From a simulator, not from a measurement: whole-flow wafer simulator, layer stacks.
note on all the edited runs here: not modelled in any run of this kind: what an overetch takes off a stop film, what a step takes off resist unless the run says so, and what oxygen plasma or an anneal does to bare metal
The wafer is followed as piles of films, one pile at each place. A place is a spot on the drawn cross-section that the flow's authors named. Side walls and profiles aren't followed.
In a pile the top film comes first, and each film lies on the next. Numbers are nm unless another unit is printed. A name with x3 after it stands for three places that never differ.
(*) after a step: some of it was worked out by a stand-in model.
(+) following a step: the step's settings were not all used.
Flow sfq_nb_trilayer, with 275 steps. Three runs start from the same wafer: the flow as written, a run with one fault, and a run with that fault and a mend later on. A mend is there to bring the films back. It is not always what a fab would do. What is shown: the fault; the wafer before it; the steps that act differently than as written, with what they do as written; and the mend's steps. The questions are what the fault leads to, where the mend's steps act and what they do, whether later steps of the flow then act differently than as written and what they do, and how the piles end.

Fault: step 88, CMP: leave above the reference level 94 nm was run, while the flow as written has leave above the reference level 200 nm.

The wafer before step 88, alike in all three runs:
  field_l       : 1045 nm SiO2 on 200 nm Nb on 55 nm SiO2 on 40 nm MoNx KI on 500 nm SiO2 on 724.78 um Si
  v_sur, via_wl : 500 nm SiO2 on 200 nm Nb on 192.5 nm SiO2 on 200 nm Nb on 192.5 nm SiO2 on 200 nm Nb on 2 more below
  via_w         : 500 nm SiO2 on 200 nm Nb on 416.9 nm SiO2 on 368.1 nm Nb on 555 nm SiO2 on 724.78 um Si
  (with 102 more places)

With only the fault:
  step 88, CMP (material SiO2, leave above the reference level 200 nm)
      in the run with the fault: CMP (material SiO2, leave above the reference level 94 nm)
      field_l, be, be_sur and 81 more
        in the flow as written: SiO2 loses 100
        in the run with the fault: SiO2 loses 206
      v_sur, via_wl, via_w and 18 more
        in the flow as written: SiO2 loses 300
        in the run with the fault: SiO2 loses 406
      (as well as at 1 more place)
  Later steps of the flow acting differently than as written (not shown: 3 more steps that differ only slightly, by at most 2% or 0.5 nm, whichever is larger):
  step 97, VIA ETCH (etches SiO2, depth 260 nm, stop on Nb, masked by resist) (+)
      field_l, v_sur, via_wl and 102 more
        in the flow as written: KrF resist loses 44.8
        in the run with the fault: KrF resist loses 24.3
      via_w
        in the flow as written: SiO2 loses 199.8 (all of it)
        in the run with the fault: SiO2 loses 93.8 (all of it)
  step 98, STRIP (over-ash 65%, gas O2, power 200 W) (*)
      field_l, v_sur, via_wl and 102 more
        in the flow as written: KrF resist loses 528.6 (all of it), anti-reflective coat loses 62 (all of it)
        in the run with the fault: KrF resist loses 549.2 (all of it), anti-reflective coat loses 62 (all of it)
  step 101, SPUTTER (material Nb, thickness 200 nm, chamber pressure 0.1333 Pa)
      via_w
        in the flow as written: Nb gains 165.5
        in the run with the fault: Nb gains 189.3
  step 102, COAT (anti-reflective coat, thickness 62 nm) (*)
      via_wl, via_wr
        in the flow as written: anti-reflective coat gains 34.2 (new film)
        in the run with the fault: anti-reflective coat gains 36.2 (new film)
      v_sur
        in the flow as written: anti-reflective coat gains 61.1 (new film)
        in the run with the fault: anti-reflective coat gains 57.5 (new film)
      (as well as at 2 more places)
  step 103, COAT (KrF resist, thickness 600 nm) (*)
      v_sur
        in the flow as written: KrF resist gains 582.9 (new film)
        in the run with the fault: KrF resist gains 595.1 (new film)
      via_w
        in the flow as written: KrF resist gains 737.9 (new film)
        in the run with the fault: KrF resist gains 647.9 (new film)
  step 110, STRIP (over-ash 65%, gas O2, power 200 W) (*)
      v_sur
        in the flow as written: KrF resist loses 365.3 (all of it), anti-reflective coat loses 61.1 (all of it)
        in the run with the fault: KrF resist loses 377.5 (all of it), anti-reflective coat loses 57.5 (all of it)
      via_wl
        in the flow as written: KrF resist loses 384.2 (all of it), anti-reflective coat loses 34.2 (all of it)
        in the run with the fault: KrF resist loses 395.1 (all of it), anti-reflective coat loses 36.2 (all of it)
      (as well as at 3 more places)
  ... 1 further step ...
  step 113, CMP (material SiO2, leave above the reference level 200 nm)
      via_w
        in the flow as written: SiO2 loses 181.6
        in the run with the fault: SiO2 loses 196.3
  By the end, the piles at field_l, v_sur, via_wl and 103 more depart from the flow's by more than 2% or 0.5 nm, whichever is larger.
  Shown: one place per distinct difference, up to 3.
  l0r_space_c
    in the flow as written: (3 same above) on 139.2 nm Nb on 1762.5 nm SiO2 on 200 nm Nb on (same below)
    in the run with the fault: (3 same above) on 139.2 nm Nb on 1656.5 nm SiO2 on 200 nm Nb on (same below)
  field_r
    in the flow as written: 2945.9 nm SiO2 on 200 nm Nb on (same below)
    in the run with the fault: 2839.9 nm SiO2 on 200 nm Nb on (same below)
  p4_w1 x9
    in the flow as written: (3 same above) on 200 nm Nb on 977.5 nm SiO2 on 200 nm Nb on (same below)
    in the run with the fault: (3 same above) on 200 nm Nb on 871.5 nm SiO2 on 200 nm Nb on (same below)

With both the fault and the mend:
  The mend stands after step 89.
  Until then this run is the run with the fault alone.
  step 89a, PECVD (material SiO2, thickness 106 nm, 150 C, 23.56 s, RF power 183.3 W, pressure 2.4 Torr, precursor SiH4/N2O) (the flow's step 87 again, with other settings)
      field_l, v_sur, via_wl and 103 more
        SiO2 gains 106
  Later steps of the flow that are run all act as written at every place that is followed.
  At every place that both follow, the piles at the end match the flow's.
